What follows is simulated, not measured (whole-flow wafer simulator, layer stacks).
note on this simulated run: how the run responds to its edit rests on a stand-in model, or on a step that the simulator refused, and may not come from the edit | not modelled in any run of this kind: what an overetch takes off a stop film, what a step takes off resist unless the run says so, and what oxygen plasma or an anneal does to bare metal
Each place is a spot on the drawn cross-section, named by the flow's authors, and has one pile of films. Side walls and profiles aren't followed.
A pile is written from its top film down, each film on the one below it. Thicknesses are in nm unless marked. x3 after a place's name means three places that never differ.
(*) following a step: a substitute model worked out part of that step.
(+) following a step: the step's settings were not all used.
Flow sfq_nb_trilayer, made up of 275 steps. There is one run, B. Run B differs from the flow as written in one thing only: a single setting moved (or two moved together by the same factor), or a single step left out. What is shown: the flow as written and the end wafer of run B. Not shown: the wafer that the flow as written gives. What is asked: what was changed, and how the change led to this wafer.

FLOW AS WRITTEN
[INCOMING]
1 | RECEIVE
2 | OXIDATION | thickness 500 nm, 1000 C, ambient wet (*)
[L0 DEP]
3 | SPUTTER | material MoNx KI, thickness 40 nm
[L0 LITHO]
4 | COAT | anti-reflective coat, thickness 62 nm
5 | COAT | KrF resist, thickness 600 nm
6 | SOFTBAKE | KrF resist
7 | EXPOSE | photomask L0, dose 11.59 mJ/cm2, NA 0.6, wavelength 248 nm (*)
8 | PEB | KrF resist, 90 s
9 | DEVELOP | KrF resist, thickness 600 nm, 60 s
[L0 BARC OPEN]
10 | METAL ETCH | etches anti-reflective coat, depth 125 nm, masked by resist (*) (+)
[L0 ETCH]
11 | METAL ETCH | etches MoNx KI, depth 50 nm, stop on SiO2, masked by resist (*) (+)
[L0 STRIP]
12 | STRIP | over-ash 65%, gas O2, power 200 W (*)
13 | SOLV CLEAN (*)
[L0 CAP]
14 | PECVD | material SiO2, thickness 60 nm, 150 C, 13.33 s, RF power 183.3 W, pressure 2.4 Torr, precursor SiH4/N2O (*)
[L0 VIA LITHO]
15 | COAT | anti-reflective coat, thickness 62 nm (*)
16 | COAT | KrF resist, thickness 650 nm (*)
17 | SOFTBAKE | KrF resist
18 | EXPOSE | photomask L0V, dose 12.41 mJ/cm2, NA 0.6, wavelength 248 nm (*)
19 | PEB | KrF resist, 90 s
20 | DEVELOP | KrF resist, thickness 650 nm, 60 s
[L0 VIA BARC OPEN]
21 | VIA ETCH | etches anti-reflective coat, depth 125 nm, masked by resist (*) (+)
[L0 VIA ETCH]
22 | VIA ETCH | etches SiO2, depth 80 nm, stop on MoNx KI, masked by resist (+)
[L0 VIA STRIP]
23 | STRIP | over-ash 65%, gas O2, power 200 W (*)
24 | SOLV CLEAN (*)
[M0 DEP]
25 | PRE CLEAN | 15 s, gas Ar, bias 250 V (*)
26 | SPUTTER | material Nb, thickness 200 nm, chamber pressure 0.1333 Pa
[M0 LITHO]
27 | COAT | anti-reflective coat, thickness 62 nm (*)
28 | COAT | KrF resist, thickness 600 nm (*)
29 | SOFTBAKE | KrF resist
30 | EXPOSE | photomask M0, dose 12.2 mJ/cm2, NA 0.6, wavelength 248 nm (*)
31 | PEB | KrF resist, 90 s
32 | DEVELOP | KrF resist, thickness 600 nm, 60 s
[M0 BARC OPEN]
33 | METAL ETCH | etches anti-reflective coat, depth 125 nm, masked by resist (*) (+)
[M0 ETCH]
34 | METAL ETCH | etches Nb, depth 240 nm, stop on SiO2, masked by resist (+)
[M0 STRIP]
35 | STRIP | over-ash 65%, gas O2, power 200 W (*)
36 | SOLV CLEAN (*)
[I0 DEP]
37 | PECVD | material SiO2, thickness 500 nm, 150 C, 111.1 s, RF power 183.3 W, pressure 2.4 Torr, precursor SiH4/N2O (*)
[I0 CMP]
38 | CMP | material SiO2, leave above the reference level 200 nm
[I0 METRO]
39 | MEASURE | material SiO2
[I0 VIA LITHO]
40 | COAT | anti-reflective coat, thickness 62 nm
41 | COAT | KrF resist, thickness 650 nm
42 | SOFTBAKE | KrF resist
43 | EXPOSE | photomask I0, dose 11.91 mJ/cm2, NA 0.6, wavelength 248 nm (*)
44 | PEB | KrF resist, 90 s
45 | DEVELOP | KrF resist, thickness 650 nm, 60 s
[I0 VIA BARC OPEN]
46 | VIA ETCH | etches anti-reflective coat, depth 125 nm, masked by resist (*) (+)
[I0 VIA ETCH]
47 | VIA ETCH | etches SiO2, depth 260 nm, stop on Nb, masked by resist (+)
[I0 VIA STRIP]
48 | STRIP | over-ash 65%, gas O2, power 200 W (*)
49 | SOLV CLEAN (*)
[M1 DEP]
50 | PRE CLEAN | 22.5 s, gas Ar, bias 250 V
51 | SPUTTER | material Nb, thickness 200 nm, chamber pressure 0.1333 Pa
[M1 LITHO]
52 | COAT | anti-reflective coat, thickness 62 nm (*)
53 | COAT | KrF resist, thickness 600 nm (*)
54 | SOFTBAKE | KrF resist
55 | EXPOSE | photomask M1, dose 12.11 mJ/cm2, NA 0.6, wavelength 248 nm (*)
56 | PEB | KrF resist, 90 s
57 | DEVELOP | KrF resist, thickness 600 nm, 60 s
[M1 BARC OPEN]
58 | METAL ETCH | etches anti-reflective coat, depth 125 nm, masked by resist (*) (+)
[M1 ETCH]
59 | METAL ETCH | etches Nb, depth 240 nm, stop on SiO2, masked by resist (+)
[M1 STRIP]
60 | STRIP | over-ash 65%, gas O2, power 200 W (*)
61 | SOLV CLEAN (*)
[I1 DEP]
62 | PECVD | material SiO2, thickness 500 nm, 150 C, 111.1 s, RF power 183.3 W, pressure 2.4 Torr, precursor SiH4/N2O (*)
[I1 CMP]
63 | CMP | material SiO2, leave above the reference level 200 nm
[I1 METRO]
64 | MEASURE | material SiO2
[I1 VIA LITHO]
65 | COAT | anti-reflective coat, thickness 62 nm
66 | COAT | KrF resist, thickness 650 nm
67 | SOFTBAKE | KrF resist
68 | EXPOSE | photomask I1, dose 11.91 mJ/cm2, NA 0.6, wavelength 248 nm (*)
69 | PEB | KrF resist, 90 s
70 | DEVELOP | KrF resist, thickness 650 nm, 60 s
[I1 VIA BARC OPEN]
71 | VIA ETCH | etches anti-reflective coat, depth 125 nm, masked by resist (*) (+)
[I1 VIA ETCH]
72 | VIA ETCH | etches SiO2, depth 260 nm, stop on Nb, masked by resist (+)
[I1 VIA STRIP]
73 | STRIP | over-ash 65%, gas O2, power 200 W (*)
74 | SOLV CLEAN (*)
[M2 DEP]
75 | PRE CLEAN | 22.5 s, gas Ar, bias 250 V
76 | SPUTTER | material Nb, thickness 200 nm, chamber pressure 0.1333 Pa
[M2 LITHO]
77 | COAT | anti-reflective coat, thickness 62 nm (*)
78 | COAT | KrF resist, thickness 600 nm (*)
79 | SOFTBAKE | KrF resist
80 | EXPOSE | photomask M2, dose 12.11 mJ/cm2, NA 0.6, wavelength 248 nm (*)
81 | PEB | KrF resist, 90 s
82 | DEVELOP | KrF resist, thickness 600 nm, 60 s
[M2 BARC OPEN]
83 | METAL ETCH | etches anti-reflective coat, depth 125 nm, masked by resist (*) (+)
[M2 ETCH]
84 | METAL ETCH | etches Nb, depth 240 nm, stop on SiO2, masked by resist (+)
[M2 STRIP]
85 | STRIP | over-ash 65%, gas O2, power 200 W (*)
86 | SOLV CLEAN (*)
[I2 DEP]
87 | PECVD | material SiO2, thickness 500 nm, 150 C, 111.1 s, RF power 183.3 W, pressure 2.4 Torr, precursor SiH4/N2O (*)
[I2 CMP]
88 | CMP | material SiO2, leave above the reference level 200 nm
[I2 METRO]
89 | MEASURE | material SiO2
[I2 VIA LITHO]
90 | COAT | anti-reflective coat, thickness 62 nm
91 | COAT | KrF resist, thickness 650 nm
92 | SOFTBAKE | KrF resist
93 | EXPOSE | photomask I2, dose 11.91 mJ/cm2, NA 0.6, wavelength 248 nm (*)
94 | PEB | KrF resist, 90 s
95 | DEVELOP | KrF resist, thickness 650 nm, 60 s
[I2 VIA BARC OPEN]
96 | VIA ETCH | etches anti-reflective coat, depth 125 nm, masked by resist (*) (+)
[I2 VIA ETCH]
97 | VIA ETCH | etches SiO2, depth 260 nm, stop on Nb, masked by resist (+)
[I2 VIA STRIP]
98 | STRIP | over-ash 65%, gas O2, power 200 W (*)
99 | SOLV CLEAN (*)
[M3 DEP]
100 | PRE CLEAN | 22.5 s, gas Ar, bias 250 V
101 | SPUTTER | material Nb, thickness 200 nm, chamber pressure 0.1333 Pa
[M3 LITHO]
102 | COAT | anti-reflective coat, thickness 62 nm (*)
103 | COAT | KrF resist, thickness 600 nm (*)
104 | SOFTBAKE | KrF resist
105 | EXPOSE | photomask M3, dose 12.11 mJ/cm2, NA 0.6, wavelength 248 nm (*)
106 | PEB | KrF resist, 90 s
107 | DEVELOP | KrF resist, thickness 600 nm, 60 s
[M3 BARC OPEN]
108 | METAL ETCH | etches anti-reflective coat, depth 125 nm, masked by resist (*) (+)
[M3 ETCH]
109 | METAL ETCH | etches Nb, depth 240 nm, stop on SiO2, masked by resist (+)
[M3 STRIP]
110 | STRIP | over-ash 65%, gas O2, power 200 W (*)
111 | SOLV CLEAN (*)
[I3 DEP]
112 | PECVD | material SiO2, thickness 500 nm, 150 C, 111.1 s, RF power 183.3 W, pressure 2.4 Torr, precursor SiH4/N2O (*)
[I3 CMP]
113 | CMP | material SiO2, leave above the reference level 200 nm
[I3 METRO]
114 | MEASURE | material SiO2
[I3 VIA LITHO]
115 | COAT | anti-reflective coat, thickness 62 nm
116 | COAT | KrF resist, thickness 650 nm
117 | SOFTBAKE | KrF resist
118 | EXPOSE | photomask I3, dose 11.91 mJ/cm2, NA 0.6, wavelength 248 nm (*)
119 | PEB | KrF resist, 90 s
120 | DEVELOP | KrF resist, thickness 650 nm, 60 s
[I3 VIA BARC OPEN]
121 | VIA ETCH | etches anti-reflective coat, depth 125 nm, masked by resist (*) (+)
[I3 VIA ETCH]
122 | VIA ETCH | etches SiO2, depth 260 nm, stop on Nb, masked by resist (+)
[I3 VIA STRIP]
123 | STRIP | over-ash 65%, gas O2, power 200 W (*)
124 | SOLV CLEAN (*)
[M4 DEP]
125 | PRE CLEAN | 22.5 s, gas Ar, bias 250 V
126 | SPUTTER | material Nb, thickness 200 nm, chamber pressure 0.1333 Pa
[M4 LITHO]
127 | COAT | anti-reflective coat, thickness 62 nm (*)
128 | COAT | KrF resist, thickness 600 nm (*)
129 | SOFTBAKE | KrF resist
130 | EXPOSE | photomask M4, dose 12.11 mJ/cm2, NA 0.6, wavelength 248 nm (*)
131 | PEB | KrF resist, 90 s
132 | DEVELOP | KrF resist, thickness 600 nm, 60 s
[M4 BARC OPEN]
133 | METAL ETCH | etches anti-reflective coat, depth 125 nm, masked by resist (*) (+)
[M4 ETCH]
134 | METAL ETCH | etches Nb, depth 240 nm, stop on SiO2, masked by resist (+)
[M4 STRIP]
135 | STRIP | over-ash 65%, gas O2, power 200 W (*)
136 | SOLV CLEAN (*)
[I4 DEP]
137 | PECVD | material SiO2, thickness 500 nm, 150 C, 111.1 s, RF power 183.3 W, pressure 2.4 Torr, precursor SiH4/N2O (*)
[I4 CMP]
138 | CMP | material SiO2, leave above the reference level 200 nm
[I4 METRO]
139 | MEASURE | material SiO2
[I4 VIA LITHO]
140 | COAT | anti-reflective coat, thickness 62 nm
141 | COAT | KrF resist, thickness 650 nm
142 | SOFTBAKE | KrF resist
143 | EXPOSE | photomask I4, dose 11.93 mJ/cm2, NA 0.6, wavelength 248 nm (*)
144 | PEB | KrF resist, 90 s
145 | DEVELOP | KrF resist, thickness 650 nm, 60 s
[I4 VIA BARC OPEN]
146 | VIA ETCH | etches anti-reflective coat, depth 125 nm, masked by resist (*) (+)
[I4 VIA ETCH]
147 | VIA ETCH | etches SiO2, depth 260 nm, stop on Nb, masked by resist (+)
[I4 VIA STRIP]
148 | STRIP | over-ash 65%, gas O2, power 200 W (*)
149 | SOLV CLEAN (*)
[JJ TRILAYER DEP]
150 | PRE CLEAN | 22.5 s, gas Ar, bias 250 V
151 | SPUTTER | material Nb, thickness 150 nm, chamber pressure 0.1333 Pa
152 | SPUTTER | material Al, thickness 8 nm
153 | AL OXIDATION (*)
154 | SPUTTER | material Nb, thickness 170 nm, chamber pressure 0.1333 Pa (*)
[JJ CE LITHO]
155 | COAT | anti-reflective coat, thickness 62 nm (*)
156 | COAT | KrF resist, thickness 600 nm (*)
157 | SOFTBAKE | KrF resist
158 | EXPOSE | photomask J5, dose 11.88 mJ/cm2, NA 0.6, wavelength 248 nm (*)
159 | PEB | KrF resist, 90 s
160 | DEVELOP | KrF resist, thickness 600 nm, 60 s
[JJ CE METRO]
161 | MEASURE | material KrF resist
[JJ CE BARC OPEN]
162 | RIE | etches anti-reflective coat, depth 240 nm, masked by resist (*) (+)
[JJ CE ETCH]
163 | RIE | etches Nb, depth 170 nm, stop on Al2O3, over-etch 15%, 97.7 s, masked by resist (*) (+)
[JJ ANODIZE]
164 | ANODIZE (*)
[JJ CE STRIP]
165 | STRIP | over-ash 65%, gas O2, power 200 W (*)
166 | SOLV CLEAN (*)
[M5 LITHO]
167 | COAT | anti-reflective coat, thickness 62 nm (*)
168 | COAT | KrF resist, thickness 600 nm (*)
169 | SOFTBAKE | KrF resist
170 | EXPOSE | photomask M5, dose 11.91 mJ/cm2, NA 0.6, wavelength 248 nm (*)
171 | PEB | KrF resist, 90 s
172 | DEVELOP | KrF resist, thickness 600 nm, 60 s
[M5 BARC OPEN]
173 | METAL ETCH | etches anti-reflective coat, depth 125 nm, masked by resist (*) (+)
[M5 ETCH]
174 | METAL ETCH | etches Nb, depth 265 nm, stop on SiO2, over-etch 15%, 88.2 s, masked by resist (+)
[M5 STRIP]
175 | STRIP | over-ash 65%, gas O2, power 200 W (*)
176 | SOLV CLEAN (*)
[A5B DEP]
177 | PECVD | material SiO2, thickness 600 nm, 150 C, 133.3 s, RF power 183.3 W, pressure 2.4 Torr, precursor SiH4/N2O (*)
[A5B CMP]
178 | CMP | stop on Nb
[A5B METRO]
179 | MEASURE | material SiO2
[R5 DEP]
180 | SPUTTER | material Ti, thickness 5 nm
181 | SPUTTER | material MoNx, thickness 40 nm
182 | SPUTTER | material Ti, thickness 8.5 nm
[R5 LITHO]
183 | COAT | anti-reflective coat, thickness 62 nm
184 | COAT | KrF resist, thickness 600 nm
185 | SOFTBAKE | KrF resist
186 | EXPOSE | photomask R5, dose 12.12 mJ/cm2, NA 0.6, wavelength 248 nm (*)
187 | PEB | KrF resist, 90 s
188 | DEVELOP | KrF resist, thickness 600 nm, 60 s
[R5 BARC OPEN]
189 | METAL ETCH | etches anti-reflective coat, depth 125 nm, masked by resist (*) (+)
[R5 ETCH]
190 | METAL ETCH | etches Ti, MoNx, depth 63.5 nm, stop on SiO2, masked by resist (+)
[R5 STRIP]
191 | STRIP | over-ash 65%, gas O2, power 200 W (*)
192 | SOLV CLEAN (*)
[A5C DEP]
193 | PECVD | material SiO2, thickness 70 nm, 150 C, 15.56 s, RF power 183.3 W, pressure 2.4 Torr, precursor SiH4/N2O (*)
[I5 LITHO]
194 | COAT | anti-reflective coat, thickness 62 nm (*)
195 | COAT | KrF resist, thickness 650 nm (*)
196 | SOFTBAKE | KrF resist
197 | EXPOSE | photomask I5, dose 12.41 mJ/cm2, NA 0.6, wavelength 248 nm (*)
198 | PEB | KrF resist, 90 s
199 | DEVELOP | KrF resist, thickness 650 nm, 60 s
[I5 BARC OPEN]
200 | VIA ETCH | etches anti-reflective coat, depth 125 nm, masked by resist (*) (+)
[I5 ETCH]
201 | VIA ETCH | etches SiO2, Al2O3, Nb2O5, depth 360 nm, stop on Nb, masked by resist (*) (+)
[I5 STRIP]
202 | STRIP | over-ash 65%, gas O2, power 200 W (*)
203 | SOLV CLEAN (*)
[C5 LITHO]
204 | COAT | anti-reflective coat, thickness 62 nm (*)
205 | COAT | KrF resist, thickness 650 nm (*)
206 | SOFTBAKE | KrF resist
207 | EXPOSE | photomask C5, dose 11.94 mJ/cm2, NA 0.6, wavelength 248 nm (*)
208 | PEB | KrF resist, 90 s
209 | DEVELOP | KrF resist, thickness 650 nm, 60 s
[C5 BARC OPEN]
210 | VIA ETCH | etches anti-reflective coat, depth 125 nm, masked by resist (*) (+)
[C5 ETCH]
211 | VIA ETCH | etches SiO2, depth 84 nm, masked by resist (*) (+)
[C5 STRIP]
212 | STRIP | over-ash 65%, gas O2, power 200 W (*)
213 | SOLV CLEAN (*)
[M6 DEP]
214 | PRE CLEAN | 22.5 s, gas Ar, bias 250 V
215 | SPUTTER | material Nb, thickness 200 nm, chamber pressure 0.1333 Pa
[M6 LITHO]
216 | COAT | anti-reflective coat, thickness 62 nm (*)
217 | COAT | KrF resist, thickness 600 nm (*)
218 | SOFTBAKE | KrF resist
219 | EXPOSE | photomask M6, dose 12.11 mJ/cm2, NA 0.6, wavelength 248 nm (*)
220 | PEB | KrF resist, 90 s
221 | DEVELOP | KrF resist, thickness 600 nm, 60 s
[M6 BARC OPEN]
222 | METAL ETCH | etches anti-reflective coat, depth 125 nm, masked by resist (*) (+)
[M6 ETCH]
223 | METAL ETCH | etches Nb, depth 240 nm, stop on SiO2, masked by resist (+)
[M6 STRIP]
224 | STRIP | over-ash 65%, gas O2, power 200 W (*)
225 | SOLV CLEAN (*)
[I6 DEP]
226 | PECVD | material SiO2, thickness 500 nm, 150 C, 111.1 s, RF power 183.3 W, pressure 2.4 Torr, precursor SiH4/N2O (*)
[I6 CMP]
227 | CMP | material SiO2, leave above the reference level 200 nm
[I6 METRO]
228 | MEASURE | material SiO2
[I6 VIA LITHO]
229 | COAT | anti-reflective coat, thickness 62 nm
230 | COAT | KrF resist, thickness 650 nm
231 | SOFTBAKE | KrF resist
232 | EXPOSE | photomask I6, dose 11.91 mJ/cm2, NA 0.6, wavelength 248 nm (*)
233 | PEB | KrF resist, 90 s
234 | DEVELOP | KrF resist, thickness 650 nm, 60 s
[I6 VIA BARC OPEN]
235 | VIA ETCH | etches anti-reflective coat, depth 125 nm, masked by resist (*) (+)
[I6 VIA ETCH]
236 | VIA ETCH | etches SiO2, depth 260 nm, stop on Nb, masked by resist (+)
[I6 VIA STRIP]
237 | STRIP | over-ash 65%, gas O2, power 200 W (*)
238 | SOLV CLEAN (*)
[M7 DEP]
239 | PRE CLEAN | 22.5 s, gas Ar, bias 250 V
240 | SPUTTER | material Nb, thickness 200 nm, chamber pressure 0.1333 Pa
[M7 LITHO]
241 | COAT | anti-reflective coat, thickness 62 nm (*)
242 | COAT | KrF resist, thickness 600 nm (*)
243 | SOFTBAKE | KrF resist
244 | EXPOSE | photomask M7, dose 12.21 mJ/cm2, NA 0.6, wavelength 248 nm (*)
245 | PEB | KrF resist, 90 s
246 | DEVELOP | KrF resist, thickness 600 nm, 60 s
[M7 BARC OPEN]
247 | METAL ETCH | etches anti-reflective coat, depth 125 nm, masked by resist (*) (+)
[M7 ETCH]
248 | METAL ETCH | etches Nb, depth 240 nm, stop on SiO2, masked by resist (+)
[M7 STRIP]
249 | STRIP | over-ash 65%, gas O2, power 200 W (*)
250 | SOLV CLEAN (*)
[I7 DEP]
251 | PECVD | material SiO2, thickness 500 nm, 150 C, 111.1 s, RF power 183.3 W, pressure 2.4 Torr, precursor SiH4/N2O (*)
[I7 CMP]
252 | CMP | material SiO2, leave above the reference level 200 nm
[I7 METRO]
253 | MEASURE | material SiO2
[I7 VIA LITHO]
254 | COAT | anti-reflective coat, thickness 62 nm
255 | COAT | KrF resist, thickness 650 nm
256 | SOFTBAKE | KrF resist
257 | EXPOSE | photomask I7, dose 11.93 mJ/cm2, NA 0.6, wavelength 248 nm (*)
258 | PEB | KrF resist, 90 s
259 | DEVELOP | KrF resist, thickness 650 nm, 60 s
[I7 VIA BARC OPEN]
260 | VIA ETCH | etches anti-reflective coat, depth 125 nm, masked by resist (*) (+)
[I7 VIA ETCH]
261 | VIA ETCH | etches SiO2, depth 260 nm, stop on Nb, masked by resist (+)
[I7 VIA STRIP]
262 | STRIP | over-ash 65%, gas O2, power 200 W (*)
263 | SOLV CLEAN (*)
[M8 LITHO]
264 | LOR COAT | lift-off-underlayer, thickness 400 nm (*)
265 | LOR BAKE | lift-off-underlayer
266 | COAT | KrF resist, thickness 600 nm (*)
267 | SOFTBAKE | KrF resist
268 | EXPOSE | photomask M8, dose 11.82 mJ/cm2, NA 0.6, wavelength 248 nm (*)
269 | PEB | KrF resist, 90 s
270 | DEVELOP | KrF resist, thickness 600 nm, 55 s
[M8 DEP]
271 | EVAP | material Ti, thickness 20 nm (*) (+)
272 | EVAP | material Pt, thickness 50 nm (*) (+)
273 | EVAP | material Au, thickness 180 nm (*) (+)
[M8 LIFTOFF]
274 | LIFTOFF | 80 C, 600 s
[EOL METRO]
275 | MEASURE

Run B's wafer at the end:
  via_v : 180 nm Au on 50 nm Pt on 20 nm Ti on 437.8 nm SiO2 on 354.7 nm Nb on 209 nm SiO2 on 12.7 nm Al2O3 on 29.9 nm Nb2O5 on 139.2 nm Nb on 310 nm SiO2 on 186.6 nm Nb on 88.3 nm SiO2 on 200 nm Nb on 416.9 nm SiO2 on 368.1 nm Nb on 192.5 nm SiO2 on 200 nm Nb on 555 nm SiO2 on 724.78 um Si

The reason: step 122, VIA ETCH: depth 104 nm was run, whereas the flow has depth 260 nm.

Step by step, how the change led to this:
  122 | VIA ETCH | etches SiO2, depth 260 nm, stop on Nb, masked by resist (+)
      via_v: -104 SiO2 (it would be, as written: -199.8 SiO2 (all of it))
      field_l, v_sur, via_wl and 102 more: -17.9 KrF resist (it would be, as written: -44.8 KrF resist)
  123 | STRIP | over-ash 65%, gas O2, power 200 W (*)
      field_l, v_sur, via_wl and 102 more: -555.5 KrF resist (all of it), -62 anti-reflective coat (all of it) (it would be, as written: -528.6 KrF resist (all of it), -62 anti-reflective coat (all of it))
  125 | PRE CLEAN | 22.5 s, gas Ar, bias 250 V
      via_v: -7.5 SiO2 (it would be, as written: -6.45 Nb)
  126 | SPUTTER | material Nb, thickness 200 nm, chamber pressure 0.1333 Pa
      via_v: +186.6 Nb (new film) (it would be, as written: +165.5 Nb)
  127 | COAT | anti-reflective coat, thickness 62 nm (*)
      via_sp: +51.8 anti-reflective coat (new film) (it would be, as written: +53 anti-reflective coat (new film))
      via_v: +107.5 anti-reflective coat (new film) (it would be, as written: +124.8 anti-reflective coat (new film))
      (as well as at 1 more place)
  128 | COAT | KrF resist, thickness 600 nm (*)
      via_v: +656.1 KrF resist (new film) (it would be, as written: +739.8 KrF resist (new film))
  135 | STRIP | over-ash 65%, gas O2, power 200 W (*)
      via_sp: -382.6 KrF resist (all of it), -51.8 anti-reflective coat (all of it) (it would be, as written: -373.9 KrF resist (all of it), -53 anti-reflective coat (all of it))
      via_v: -438.4 KrF resist (all of it), -107.5 anti-reflective coat (all of it) (it would be, as written: -521.8 KrF resist (all of it), -124.8 anti-reflective coat (all of it))
      (as well as at 1 more place)
  137 | PECVD | material SiO2, thickness 500 nm, 150 C, 111.1 s, RF power 183.3 W, pressure 2.4 Torr, precursor SiH4/N2O (*)
      via_v: +500 SiO2 (new film) (it would be, as written: +615 SiO2 (new film))
If metal films that touch count as one body, via_v has 7 bodies (between them, from the top down: SiO2 437.8; SiO2 209 / Al2O3 12.7 / Nb2O5 29.9; SiO2 310; SiO2 88.3; SiO2 416.9; SiO2 192.5); the flow as written gives 6 bodies (between them, from the top down: SiO2 437.8; SiO2 209 / Al2O3 12.7 / Nb2O5 29.9; SiO2 425.9; SiO2 416.9; SiO2 192.5).
